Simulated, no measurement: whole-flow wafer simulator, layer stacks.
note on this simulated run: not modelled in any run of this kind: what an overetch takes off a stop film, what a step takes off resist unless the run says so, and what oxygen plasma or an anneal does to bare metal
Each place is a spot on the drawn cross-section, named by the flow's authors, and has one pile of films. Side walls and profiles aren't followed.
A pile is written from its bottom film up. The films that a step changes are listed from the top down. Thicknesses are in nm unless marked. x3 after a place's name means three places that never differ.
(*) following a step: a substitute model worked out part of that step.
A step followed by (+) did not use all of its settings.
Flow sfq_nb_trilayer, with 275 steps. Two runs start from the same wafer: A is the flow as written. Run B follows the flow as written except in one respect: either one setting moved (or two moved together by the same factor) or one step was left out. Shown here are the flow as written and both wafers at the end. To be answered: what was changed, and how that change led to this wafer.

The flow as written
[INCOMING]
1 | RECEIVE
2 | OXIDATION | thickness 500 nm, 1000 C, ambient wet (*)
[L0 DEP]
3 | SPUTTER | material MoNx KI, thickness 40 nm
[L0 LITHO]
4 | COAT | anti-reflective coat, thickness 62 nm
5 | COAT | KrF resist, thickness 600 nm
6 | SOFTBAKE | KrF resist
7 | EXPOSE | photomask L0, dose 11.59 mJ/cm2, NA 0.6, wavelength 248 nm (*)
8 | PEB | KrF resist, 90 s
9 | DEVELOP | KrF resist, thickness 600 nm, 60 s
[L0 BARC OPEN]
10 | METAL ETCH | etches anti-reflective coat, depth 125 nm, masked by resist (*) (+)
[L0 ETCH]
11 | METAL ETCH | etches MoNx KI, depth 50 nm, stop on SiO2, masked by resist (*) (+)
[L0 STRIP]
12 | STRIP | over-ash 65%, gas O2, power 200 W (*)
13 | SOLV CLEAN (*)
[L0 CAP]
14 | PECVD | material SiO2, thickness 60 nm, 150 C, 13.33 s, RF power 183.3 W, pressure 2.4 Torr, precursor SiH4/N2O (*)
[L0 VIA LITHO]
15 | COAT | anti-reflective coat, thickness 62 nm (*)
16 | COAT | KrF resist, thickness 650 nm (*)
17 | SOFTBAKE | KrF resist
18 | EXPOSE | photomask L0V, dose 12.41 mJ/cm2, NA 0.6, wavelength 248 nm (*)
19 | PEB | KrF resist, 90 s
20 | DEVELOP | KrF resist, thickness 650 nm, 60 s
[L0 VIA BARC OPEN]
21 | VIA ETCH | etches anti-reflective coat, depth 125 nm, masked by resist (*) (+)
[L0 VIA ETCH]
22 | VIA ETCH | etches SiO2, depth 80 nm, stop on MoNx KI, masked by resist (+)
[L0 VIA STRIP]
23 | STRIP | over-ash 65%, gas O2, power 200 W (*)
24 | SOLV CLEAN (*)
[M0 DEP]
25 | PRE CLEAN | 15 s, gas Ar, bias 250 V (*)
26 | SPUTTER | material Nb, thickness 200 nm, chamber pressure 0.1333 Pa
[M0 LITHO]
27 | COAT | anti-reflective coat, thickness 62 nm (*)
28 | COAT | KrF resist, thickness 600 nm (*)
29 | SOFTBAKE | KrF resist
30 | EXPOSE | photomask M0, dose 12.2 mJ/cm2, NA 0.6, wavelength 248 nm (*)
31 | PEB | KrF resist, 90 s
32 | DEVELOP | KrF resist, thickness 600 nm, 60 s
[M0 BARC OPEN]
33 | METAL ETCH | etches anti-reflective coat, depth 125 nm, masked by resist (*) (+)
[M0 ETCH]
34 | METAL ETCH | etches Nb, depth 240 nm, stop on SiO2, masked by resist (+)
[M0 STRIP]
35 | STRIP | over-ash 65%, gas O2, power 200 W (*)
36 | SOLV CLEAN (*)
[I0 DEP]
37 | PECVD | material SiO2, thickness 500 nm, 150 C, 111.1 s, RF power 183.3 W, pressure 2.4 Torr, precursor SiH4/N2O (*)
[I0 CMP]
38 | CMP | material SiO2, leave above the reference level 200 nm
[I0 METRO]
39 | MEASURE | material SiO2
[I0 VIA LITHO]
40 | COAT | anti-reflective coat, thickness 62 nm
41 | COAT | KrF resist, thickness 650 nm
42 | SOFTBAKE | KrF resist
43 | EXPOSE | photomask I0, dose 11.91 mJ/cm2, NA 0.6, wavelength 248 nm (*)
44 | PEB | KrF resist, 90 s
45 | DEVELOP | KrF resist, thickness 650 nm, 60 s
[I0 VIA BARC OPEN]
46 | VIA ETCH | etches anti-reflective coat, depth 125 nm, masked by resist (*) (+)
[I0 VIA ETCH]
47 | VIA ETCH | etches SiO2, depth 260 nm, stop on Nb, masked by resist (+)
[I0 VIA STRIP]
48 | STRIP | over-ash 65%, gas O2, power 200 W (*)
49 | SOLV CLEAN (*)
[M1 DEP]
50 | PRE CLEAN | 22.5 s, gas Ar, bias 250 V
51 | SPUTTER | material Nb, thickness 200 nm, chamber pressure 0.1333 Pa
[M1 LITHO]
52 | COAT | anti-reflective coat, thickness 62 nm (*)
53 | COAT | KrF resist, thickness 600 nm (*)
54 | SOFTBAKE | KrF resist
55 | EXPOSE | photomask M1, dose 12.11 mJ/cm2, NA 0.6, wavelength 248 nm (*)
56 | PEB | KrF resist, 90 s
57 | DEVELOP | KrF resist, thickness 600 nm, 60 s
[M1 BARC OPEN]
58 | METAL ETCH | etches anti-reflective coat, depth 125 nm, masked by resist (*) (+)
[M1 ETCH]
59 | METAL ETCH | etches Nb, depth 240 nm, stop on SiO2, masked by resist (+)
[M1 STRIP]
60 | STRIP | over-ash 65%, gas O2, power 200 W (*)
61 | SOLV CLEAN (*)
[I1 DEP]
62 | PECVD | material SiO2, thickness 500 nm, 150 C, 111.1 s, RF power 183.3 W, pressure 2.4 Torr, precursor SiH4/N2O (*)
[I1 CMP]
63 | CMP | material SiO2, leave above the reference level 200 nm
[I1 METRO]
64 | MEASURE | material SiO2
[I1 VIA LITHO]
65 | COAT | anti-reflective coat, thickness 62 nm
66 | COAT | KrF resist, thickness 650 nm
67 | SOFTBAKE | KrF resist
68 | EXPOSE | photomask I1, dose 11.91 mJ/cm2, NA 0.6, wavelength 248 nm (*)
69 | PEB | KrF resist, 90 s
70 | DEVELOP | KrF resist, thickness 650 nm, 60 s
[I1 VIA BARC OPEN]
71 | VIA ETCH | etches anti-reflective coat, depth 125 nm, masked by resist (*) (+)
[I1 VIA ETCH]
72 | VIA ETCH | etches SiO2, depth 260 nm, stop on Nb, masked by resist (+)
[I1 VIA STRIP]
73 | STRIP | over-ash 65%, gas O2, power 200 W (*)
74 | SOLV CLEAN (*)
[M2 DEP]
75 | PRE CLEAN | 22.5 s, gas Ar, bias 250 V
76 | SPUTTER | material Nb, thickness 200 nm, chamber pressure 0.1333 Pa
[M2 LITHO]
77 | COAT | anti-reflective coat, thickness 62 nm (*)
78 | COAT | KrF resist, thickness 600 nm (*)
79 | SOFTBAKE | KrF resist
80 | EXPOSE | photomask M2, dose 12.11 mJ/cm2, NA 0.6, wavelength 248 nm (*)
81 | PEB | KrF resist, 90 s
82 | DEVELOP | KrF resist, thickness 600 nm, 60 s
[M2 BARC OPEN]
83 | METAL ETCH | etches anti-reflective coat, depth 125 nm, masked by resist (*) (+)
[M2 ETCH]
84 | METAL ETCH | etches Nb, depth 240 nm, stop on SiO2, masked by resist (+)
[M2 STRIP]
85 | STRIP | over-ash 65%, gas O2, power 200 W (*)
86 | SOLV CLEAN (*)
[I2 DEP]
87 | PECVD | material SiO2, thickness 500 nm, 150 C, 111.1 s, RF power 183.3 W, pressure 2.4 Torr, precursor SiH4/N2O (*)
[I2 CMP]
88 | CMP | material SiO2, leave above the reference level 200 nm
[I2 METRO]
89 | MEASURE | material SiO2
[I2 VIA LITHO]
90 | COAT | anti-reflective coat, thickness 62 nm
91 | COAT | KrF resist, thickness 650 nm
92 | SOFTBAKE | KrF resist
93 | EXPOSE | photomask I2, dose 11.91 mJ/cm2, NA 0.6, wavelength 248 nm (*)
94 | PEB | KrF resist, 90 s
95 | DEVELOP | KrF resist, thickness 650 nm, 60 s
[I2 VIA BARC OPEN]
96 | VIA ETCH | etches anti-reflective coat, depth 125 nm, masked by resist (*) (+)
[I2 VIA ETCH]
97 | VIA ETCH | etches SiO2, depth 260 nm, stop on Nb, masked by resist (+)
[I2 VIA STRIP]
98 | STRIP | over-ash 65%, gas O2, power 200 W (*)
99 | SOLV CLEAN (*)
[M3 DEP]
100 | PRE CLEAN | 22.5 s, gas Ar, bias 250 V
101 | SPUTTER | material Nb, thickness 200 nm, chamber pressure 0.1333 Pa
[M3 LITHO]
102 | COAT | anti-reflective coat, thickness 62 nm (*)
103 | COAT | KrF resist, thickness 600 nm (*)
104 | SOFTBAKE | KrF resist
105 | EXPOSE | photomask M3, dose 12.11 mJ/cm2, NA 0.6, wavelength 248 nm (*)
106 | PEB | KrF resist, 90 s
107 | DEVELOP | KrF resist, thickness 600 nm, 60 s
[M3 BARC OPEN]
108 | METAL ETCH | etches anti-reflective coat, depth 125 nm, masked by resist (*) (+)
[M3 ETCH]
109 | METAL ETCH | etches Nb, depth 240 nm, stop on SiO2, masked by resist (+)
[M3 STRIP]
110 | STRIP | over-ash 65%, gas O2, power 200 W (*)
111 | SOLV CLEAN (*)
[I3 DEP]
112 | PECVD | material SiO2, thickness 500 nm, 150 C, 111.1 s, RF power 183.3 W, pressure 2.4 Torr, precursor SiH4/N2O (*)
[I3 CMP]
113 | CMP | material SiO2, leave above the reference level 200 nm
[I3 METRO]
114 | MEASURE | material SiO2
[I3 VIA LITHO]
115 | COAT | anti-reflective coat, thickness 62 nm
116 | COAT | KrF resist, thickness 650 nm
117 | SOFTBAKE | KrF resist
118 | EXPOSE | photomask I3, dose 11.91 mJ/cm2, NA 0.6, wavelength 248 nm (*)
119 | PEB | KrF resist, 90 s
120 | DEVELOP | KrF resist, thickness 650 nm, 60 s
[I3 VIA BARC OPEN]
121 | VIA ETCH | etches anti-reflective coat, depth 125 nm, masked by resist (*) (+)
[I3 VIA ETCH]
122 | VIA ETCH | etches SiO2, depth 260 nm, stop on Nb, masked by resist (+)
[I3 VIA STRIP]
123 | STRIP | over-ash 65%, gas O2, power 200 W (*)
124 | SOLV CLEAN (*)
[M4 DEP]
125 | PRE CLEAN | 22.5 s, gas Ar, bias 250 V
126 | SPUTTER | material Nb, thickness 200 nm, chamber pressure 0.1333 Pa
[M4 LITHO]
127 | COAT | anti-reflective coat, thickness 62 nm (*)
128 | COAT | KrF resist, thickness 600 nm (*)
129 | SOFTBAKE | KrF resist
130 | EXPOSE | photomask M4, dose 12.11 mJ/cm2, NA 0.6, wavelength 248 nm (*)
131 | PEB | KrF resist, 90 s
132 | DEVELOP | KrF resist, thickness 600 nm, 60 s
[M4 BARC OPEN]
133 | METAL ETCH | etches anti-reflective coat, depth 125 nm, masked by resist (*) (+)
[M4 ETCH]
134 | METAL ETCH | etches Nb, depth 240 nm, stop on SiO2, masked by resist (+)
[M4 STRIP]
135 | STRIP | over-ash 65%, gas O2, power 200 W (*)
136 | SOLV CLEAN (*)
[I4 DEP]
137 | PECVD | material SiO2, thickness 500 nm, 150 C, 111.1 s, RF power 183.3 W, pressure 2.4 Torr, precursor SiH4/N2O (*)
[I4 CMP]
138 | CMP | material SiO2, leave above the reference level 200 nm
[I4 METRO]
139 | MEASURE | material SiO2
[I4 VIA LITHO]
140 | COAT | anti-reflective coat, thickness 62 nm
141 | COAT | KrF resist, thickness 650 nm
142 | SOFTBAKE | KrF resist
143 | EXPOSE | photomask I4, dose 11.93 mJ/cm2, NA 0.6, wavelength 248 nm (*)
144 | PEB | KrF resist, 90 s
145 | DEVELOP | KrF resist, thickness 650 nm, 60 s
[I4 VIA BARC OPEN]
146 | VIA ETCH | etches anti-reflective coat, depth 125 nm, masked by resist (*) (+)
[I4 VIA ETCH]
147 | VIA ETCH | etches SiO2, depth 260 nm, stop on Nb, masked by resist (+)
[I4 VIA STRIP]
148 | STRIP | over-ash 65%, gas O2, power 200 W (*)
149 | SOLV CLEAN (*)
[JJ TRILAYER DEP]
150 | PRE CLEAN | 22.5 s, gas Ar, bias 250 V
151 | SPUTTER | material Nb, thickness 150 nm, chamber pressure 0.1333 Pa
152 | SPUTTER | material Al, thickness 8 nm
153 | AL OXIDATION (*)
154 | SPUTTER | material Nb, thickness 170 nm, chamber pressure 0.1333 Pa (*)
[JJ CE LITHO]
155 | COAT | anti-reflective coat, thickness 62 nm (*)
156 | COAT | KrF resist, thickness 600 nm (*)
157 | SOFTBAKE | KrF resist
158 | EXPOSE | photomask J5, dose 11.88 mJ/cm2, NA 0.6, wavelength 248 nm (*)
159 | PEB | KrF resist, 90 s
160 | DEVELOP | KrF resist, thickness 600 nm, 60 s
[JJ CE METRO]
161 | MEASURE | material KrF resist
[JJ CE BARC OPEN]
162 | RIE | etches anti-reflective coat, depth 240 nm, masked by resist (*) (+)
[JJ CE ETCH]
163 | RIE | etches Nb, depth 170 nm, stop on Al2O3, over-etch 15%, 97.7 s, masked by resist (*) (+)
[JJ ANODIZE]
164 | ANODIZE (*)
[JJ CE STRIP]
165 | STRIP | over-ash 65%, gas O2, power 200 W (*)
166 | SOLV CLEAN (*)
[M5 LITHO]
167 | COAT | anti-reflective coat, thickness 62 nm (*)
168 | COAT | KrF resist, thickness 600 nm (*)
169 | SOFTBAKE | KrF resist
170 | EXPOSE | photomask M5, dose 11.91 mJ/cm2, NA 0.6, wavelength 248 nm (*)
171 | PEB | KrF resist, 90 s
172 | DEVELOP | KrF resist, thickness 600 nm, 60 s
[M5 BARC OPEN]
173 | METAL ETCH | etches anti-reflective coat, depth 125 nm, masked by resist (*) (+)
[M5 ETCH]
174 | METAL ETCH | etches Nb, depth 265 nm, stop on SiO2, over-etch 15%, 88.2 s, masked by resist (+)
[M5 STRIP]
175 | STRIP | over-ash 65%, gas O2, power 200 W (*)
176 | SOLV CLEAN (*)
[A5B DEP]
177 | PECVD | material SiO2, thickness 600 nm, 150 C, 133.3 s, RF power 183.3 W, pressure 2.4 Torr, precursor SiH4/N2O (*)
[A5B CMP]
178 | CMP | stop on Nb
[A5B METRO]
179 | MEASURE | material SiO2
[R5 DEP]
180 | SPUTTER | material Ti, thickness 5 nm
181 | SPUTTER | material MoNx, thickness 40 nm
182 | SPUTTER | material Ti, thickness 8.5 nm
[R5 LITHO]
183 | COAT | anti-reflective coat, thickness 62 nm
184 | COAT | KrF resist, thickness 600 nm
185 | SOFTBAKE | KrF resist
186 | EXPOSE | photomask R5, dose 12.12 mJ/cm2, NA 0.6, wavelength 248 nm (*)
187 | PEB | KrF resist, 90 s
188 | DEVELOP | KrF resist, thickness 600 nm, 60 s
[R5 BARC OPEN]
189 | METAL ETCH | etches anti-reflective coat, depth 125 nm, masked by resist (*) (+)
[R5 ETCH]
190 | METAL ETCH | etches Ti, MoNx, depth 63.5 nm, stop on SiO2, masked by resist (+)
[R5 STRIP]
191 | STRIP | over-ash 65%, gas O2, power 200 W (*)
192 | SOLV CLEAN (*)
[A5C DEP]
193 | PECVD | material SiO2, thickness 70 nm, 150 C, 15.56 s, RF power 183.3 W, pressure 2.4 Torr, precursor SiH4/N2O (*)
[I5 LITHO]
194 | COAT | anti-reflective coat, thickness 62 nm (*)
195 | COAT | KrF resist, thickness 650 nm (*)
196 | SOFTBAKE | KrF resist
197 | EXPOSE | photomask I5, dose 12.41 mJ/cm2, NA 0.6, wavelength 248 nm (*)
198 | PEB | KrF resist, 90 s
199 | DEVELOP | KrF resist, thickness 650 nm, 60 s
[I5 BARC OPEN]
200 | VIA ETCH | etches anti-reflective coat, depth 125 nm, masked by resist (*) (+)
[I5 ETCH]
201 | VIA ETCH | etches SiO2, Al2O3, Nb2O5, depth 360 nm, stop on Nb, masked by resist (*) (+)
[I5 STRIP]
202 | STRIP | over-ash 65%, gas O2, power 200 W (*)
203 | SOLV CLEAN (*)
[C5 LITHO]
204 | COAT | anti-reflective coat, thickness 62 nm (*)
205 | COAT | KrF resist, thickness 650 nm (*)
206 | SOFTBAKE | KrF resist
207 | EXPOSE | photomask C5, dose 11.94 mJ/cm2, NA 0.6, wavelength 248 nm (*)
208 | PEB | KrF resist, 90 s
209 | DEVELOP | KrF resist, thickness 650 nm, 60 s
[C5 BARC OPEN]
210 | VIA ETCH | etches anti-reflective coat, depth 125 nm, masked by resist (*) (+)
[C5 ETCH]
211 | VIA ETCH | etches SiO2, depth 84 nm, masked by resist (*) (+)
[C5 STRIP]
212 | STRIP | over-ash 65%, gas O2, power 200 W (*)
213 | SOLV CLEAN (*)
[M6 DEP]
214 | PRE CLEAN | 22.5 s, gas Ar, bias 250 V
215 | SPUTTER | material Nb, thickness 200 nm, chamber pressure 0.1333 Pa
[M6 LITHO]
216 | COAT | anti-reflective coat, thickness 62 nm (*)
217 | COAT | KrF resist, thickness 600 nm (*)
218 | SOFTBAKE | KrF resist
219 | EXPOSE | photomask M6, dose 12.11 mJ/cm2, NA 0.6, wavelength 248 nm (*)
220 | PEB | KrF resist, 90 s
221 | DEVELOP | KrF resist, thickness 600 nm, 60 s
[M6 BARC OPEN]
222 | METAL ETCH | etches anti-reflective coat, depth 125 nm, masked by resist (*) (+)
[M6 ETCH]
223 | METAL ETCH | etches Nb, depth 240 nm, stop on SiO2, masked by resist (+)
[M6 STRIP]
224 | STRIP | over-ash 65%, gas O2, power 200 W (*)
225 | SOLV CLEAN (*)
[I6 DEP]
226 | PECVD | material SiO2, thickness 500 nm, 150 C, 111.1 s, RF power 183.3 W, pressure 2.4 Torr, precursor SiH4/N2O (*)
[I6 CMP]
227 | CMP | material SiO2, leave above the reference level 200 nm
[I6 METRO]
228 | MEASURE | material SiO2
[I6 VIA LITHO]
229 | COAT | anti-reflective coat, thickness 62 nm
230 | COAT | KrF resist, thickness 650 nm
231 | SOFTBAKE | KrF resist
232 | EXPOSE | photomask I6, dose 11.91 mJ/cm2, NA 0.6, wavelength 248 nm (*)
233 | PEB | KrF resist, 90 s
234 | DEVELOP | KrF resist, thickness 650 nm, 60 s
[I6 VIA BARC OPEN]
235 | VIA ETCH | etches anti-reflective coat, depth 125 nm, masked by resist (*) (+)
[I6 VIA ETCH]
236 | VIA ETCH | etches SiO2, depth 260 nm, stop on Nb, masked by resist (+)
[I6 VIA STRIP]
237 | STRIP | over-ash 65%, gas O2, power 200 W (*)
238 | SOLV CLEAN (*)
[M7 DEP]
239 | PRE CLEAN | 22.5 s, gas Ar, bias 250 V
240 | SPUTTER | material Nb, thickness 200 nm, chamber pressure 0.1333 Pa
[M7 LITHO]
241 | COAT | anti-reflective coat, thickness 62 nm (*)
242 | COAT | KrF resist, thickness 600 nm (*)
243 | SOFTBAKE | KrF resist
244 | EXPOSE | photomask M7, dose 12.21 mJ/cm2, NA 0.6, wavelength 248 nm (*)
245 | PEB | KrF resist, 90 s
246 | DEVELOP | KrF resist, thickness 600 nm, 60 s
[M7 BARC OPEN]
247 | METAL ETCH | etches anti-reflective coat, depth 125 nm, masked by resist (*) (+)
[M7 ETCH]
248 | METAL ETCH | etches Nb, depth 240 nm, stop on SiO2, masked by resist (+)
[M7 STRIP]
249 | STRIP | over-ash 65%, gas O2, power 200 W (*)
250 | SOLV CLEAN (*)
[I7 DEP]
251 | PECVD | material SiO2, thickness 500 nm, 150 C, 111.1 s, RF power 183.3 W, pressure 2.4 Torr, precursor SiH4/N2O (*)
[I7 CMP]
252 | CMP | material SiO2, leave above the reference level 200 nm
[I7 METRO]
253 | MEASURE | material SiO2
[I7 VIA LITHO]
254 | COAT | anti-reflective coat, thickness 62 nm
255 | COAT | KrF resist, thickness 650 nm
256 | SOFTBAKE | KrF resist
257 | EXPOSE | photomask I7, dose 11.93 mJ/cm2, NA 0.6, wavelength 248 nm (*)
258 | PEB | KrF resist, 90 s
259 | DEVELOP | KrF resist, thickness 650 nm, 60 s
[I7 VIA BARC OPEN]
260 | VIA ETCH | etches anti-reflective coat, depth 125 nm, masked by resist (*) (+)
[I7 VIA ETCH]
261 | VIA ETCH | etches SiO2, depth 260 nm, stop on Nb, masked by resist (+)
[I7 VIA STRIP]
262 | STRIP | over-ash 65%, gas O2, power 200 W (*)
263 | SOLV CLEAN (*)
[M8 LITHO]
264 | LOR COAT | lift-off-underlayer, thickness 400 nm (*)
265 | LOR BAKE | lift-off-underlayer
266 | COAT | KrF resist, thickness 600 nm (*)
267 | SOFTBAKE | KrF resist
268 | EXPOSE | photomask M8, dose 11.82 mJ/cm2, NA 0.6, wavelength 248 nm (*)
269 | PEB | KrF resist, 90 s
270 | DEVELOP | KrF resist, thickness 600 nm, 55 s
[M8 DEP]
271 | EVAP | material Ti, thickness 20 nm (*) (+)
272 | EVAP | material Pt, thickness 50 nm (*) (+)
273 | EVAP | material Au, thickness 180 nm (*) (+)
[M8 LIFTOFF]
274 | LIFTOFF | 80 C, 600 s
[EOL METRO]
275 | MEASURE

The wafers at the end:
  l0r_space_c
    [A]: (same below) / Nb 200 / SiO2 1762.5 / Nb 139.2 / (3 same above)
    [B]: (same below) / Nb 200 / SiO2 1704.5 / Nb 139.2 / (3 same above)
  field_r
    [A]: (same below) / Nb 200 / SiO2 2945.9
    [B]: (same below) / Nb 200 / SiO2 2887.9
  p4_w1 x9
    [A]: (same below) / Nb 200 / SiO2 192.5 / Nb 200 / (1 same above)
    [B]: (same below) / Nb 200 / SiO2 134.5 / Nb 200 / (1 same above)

What caused this: step 113, CMP: leave above the reference level 142 nm was run, though the flow has leave above the reference level 200 nm.

How this came from the change, step by step:
  113 | CMP | material SiO2, leave above the reference level 200 nm
      field_l, be, be_sur and 64 more: A SiO2 loses 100 | B SiO2 loses 158
      v_sur, via_wl, via_wr and 27 more: A SiO2 loses 300 | B SiO2 loses 358
      (and at 9 other places as well)
  122 | VIA ETCH | etches SiO2, depth 260 nm, stop on Nb, masked by resist (+)
      field_l, v_sur, via_wl and 102 more: A KrF resist loses 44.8 | B KrF resist loses 36.7
      via_v: A SiO2 loses 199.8 (all of it) | B SiO2 loses 141.8 (all of it)
  126 | SPUTTER | material Nb, thickness 200 nm, chamber pressure 0.1333 Pa
      via_v: A Nb gains 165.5 | B Nb gains 178.3
  127 | COAT | anti-reflective coat, thickness 62 nm (*)
      via_sp: A anti-reflective coat gains 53 (new film) | B anti-reflective coat gains 54.2 (new film)
      via_v: A anti-reflective coat gains 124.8 (new film) | B anti-reflective coat gains 111 (new film)
      (and at 1 other place as well)
  128 | COAT | KrF resist, thickness 600 nm (*)
      via_v: A KrF resist gains 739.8 (new film) | B KrF resist gains 692.1 (new film)
  135 | STRIP | over-ash 65%, gas O2, power 200 W (*)
      via_sp: A KrF resist loses 373.9 (all of it), anti-reflective coat loses 53 (all of it) | B KrF resist loses 377.8 (all of it), anti-reflective coat loses 54.2 (all of it)
      via_v: A KrF resist loses 521.8 (all of it), anti-reflective coat loses 124.8 (all of it) | B KrF resist loses 474.3 (all of it), anti-reflective coat loses 111 (all of it)
      (and at 1 other place as well)
  137 | PECVD | material SiO2, thickness 500 nm, 150 C, 111.1 s, RF power 183.3 W, pressure 2.4 Torr, precursor SiH4/N2O (*)
      via_v: A SiO2 gains 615 (new film) | B SiO2 gains 519.7 (new film)
  138 | CMP | material SiO2, leave above the reference level 200 nm
      via_v: A SiO2 loses 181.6 | B SiO2 loses 157.1
